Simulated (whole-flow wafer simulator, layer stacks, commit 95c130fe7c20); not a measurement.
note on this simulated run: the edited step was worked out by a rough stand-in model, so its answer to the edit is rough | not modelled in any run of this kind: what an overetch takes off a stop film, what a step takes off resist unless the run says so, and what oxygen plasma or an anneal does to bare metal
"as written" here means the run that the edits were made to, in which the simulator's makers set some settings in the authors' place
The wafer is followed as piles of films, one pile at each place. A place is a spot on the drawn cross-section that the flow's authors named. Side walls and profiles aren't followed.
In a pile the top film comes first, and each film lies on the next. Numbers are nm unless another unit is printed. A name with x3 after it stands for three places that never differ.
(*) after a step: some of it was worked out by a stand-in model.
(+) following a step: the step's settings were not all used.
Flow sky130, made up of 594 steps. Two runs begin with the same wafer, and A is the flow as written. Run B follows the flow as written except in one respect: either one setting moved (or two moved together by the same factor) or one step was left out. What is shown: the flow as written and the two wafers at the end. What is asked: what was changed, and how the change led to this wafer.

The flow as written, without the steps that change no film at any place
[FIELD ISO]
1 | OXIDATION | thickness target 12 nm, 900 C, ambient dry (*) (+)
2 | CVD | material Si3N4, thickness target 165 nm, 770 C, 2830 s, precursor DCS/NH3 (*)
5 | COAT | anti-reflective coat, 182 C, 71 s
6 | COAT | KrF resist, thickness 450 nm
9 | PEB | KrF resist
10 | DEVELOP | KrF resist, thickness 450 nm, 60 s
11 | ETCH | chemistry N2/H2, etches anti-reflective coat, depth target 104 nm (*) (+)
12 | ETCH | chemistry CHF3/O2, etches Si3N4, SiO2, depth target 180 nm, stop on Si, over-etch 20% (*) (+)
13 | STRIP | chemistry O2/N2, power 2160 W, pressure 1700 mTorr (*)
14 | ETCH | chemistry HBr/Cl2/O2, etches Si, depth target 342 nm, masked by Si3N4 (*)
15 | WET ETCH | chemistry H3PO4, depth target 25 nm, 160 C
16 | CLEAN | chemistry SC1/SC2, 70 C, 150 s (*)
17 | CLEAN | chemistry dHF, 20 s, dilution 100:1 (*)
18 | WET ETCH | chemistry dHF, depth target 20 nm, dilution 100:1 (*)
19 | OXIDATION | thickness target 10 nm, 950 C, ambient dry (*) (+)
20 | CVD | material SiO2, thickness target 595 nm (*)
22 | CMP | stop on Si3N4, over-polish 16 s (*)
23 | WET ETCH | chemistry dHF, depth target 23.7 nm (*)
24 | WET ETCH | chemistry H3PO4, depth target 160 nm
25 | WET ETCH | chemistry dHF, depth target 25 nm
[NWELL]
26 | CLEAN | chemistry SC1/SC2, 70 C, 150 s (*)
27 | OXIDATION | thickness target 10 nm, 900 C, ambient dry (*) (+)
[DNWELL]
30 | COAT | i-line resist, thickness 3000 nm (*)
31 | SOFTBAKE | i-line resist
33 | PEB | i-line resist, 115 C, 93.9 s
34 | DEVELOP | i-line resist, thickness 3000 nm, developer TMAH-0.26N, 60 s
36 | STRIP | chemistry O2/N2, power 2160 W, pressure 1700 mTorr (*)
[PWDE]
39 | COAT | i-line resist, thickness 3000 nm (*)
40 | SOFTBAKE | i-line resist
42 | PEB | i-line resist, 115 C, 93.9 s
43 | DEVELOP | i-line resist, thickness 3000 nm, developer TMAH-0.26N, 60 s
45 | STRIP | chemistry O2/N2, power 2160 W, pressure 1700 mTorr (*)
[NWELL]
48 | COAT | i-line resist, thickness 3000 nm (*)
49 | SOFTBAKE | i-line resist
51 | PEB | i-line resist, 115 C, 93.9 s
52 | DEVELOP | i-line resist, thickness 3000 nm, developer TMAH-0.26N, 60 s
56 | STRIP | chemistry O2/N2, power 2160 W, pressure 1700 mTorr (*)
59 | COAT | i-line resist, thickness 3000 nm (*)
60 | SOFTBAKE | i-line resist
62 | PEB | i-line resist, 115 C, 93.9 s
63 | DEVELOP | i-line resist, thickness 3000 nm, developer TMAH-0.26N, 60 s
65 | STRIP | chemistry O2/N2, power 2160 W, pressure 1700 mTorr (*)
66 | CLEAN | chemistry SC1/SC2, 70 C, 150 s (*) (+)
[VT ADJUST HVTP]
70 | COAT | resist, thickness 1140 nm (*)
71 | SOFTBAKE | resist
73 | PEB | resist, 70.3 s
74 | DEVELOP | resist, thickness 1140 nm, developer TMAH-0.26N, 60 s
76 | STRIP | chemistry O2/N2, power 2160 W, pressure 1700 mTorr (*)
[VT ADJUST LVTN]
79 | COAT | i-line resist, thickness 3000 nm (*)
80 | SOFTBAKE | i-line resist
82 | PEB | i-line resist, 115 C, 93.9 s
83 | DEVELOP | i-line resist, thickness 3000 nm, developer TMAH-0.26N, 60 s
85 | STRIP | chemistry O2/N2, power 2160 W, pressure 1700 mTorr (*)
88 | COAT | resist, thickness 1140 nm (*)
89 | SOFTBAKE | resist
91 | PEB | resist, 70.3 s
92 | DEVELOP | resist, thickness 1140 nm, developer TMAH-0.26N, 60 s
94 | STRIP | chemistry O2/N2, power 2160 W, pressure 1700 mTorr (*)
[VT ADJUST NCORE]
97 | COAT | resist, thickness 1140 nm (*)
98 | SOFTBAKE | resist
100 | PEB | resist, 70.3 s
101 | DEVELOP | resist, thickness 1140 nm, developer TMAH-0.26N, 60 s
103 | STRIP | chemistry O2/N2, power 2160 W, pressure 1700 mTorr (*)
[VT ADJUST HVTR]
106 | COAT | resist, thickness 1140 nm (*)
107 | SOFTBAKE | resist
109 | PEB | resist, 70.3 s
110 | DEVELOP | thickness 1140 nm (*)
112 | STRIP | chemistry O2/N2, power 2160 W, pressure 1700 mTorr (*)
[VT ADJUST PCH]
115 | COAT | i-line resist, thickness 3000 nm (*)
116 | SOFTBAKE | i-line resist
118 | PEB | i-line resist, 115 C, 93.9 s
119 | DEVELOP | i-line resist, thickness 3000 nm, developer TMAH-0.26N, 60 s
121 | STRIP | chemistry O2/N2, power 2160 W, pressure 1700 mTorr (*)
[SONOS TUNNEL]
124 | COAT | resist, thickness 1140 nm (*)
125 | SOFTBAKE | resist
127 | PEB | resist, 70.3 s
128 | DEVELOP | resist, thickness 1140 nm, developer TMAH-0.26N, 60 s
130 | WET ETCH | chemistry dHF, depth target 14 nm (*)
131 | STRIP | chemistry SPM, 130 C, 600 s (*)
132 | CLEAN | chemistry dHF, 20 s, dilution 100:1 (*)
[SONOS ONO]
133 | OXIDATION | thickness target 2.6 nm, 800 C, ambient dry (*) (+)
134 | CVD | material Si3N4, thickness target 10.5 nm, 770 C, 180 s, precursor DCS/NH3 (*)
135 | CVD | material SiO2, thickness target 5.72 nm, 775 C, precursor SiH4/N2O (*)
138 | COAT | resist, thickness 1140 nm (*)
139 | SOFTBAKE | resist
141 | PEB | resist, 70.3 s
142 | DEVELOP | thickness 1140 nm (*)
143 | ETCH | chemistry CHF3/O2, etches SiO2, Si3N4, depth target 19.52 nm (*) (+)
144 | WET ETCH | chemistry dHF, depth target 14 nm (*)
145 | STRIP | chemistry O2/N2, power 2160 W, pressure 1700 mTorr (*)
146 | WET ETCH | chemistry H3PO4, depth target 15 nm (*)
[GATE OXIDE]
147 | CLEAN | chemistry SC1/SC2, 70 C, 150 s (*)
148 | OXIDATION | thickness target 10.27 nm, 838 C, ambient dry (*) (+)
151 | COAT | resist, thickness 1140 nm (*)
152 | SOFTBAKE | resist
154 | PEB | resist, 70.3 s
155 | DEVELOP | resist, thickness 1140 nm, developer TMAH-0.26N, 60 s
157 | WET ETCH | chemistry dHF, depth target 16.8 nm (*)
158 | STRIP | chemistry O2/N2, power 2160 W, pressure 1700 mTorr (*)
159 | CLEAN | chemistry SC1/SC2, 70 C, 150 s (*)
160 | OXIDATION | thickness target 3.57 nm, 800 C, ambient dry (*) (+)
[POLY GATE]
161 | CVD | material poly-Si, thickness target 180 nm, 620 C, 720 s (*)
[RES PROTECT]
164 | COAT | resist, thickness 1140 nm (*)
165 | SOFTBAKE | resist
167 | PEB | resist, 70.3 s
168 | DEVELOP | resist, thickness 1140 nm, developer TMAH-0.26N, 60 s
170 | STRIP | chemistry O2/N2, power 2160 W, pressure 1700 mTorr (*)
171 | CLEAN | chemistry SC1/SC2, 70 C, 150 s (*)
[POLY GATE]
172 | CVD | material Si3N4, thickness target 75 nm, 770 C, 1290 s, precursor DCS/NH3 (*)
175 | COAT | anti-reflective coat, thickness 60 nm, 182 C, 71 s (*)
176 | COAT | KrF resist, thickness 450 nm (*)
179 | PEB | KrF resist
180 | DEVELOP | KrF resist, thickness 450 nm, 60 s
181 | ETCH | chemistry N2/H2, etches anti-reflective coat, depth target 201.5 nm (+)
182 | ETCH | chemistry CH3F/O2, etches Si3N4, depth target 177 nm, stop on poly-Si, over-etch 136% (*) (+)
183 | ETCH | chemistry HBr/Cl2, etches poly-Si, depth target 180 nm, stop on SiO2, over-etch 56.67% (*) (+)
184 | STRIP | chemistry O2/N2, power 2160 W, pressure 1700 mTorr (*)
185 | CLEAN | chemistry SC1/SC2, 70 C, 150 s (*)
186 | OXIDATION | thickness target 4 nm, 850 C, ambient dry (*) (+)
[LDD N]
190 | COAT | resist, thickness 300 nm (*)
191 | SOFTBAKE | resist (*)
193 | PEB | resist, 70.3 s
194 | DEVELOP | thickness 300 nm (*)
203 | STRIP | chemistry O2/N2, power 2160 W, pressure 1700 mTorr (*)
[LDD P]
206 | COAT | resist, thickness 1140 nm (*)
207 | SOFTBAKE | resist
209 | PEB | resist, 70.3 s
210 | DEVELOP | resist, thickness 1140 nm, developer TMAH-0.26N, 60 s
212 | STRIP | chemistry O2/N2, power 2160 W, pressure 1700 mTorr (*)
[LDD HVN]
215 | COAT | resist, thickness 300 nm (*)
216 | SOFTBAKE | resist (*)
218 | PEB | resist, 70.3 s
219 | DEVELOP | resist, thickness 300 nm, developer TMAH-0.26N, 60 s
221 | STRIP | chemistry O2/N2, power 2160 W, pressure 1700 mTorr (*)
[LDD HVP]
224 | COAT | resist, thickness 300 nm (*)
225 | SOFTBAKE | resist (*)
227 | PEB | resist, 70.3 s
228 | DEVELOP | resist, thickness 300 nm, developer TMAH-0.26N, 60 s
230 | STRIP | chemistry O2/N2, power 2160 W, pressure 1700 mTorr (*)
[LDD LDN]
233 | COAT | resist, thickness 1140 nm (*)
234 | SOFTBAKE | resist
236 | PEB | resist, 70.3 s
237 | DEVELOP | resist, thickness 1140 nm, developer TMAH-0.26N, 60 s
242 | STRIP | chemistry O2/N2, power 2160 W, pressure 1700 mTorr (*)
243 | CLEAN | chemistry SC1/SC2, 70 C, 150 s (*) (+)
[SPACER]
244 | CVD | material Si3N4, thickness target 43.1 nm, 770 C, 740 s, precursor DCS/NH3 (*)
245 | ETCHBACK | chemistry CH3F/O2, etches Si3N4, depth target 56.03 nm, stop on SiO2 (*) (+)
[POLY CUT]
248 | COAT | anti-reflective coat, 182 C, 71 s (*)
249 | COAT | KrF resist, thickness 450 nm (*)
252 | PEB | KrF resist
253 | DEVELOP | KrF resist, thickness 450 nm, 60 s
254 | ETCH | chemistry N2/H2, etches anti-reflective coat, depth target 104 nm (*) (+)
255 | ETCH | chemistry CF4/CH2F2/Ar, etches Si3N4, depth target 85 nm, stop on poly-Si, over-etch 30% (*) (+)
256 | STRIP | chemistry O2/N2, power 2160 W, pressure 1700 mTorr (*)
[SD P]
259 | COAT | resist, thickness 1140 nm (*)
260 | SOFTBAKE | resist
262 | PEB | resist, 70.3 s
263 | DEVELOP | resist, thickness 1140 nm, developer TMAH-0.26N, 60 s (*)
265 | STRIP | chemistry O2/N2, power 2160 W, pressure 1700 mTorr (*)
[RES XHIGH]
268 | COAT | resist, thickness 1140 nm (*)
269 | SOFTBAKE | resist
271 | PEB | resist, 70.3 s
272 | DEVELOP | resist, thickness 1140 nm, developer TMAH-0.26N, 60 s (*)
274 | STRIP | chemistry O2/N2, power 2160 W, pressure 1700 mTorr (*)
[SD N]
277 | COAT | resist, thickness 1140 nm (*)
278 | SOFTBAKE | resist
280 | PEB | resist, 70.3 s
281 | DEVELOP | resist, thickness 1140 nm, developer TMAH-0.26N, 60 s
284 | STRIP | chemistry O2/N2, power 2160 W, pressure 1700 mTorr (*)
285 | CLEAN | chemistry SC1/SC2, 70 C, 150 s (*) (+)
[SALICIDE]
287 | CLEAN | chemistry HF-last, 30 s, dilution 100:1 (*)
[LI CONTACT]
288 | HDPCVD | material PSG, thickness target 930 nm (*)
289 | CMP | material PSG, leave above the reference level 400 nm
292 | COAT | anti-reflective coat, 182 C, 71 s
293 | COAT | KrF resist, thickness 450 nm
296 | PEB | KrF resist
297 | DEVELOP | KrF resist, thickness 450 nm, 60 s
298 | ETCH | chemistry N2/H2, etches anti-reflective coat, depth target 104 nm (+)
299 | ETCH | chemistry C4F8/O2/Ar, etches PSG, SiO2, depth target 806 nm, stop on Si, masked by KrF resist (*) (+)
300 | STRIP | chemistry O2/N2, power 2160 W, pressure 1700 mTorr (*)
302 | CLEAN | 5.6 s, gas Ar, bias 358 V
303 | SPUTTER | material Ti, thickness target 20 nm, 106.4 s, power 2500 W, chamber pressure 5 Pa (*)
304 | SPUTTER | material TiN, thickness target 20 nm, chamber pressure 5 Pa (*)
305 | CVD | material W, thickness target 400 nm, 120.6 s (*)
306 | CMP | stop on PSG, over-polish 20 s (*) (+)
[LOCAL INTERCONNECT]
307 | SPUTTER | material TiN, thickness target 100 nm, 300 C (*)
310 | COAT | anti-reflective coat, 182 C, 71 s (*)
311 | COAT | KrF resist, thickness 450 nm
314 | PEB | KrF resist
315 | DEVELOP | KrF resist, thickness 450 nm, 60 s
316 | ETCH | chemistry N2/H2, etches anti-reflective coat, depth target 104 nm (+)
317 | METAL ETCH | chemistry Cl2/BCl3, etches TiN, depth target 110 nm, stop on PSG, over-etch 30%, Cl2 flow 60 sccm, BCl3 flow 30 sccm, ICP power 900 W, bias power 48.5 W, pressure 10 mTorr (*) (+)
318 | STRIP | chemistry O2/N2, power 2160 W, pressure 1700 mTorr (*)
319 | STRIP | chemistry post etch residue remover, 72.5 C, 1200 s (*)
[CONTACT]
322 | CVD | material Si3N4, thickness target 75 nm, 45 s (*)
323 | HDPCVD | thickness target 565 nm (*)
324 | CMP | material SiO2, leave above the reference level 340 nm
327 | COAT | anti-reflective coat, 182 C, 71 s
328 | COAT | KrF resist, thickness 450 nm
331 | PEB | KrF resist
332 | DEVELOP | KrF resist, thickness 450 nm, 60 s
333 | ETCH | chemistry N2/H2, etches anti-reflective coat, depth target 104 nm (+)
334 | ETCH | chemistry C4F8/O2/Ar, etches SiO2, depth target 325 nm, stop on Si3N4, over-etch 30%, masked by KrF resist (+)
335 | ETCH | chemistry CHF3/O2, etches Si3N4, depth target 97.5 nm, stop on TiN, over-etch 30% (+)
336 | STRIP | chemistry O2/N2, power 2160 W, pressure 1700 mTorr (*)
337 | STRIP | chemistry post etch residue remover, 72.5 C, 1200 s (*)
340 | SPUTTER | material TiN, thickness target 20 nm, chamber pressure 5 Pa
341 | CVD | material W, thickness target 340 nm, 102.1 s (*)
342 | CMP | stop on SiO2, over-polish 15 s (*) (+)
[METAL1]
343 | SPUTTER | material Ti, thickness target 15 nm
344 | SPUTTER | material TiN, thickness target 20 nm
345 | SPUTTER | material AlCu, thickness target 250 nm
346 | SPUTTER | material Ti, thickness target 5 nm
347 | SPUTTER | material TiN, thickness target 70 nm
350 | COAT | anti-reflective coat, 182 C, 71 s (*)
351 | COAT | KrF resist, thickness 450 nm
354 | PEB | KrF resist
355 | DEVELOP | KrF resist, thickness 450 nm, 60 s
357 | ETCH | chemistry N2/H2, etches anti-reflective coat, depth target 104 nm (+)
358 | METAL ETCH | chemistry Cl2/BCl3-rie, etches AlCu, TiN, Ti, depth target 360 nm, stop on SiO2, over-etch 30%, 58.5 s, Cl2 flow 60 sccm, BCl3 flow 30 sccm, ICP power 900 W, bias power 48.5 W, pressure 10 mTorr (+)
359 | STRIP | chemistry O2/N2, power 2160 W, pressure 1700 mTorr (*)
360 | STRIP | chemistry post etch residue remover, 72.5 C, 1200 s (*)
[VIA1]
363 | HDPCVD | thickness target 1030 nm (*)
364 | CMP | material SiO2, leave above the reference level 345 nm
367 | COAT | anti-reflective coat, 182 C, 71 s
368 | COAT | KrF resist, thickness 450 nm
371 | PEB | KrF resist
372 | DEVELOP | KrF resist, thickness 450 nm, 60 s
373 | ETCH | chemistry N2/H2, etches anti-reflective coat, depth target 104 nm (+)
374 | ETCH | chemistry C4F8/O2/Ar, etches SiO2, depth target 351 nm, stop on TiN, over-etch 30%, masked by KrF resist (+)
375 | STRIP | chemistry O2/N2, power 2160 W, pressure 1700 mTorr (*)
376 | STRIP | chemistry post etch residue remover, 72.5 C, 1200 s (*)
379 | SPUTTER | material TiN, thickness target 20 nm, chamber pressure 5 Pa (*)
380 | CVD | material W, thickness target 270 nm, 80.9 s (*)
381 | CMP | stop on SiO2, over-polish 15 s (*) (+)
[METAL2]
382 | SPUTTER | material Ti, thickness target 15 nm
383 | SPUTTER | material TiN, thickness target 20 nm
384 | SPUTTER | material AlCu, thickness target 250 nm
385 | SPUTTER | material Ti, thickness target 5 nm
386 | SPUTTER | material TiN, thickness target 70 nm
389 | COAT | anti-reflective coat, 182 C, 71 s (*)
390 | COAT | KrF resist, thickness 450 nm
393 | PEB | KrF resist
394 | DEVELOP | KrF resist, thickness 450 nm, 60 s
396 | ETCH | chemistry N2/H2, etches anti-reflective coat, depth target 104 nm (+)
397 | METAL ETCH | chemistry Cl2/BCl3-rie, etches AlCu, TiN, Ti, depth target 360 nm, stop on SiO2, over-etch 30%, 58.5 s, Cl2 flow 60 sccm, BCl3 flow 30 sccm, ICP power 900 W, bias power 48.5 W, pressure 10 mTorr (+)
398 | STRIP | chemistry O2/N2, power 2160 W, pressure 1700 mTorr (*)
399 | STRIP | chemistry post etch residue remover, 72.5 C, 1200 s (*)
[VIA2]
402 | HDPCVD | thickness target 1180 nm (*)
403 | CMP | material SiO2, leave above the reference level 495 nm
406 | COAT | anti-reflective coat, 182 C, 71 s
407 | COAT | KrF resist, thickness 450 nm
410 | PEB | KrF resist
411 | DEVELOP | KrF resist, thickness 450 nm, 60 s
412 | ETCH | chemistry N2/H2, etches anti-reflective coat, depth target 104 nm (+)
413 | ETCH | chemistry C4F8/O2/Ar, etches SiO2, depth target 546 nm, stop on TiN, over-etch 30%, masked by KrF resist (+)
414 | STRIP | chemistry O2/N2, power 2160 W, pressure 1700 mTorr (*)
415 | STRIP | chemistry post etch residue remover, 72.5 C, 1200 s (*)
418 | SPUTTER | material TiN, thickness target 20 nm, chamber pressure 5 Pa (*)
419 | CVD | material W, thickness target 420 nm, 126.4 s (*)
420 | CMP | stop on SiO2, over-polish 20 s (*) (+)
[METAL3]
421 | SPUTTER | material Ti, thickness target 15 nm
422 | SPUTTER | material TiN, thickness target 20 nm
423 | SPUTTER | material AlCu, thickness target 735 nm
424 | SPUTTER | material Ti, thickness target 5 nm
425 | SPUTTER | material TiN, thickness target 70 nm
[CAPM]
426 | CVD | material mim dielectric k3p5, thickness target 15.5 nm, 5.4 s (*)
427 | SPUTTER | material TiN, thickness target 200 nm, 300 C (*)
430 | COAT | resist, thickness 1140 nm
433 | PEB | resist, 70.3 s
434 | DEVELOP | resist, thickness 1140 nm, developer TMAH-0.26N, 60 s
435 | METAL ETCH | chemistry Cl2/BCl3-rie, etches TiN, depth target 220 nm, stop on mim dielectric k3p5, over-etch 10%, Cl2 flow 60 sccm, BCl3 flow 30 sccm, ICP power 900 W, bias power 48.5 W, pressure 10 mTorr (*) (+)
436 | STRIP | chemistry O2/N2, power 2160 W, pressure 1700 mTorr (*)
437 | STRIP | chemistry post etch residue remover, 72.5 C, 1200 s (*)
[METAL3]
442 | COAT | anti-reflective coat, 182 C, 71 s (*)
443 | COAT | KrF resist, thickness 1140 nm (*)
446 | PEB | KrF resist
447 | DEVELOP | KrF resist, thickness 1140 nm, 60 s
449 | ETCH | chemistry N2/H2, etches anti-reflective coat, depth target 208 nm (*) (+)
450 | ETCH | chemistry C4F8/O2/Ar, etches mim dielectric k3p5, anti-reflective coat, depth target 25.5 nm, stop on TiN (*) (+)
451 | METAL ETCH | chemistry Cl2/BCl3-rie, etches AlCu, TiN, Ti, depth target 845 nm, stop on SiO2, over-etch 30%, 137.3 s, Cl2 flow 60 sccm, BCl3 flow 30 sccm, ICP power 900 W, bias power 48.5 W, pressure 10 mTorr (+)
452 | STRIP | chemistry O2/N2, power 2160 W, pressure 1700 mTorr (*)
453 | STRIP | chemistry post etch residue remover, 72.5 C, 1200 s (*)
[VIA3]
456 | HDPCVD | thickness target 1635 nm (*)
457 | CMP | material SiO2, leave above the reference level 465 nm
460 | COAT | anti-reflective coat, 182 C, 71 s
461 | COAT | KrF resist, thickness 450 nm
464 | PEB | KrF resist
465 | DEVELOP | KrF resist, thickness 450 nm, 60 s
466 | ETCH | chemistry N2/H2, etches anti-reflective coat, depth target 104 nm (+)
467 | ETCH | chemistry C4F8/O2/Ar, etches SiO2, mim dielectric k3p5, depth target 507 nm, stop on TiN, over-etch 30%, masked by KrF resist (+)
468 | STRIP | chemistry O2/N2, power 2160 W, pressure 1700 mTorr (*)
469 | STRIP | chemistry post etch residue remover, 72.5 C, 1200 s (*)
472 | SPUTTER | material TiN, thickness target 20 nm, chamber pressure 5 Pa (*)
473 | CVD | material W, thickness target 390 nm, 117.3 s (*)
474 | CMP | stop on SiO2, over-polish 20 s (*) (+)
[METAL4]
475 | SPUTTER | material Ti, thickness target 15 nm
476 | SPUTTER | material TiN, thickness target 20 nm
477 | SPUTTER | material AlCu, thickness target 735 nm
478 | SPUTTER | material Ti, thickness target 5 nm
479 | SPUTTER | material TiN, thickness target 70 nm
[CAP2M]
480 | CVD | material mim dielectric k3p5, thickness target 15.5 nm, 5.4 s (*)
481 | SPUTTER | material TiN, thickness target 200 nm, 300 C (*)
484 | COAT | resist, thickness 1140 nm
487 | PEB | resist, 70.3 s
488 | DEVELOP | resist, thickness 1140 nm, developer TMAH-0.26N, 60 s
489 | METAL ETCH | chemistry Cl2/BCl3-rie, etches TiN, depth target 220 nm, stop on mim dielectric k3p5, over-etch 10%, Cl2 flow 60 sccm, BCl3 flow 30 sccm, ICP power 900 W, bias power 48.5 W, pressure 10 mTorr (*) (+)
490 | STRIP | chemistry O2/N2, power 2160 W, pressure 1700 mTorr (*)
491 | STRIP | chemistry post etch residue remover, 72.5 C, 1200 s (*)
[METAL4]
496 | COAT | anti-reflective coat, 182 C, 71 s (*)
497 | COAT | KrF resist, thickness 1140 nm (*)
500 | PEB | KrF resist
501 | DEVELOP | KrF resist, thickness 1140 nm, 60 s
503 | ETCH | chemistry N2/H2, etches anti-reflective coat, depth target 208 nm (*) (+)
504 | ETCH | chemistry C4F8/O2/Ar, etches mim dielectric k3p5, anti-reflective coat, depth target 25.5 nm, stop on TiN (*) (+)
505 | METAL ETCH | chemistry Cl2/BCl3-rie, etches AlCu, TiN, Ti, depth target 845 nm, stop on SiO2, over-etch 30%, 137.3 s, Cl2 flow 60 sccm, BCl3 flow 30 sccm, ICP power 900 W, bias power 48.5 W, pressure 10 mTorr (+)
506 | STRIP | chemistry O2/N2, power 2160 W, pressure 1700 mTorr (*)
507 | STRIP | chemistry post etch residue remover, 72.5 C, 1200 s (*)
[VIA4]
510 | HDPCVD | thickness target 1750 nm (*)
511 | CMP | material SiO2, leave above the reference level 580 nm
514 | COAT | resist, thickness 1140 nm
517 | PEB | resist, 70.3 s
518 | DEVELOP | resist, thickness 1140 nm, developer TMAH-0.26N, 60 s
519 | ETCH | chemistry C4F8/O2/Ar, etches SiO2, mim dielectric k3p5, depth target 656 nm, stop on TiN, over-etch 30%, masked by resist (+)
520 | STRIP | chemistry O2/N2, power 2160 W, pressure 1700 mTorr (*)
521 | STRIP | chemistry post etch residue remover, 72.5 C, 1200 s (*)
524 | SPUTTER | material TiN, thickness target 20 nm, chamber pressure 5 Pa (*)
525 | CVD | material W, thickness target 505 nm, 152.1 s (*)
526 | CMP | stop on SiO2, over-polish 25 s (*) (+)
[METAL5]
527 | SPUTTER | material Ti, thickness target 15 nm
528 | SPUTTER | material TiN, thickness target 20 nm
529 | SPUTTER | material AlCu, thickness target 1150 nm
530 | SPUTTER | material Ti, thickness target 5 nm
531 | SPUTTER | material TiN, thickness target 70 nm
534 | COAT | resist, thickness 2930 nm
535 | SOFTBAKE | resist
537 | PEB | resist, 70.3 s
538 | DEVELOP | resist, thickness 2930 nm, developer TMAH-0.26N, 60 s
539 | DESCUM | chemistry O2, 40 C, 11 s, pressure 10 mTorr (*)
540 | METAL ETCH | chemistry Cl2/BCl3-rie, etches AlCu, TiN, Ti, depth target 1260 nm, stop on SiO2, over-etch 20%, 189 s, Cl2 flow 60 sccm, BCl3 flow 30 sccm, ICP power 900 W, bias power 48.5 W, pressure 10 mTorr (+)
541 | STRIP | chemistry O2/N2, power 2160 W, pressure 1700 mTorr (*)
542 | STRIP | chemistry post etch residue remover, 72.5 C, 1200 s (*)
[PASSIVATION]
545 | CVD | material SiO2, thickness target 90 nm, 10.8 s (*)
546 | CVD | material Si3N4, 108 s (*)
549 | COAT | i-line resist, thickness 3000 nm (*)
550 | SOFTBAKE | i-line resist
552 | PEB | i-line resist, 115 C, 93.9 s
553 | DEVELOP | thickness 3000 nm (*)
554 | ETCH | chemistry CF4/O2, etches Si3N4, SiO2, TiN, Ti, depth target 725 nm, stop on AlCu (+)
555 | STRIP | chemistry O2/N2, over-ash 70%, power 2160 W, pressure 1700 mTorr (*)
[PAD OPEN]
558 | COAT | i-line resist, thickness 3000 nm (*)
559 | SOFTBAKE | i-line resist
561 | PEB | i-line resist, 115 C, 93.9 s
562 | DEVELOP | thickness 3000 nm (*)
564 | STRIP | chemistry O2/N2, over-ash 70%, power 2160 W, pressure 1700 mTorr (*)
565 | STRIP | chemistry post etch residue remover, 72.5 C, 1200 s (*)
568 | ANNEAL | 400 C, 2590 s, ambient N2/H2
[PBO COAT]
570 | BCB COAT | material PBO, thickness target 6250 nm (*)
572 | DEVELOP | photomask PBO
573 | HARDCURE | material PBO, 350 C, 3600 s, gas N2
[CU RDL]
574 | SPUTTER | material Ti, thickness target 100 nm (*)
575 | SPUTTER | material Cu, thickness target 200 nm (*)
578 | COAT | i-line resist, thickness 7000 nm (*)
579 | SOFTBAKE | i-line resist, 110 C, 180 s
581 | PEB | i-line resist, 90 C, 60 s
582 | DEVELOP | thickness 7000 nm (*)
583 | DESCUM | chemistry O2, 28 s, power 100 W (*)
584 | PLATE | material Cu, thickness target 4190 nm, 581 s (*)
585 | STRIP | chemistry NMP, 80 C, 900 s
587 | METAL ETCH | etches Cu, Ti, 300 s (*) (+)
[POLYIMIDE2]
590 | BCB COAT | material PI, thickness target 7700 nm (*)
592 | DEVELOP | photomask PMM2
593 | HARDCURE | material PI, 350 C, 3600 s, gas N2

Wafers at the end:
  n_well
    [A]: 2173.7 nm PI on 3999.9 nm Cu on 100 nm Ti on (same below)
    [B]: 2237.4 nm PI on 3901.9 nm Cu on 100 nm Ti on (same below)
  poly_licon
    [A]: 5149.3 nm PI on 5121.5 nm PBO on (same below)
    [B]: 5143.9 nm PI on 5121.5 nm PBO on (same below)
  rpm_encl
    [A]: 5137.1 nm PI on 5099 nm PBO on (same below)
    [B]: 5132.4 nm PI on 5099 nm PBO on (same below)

The reason: step 575, SPUTTER: thickness target 102 nm was run, though the flow has thickness target 200 nm.

How this came from the change, step by step:
  575 | SPUTTER | material Cu, thickness target 200 nm (*)
      field, active, n_well and 190 more: A Cu gains 200 (new film) | B Cu gains 102 (new film)
  587 | METAL ETCH | etches Cu, Ti, 300 s (*) (+)
      field, active, gate and 167 more: A Cu loses 200 (all of it), Ti loses 100 (all of it) | B Cu loses 102 (all of it), Ti loses 100 (all of it)
  590 | BCB COAT | material PI, thickness target 7700 nm (*)
      n_well, p_well, sd_n, sd_p: A PI gains 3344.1 (new film) | B PI gains 3442.1 (new film)
      mim: A PI gains 3670.5 (new film) | B PI gains 3764.1 (new film)
      (and at 14 other places as well)
  593 | HARDCURE | material PI, 350 C, 3600 s, gas N2
      n_well, p_well, sd_n, sd_p: A PI loses 1170.4 | B PI loses 1204.7
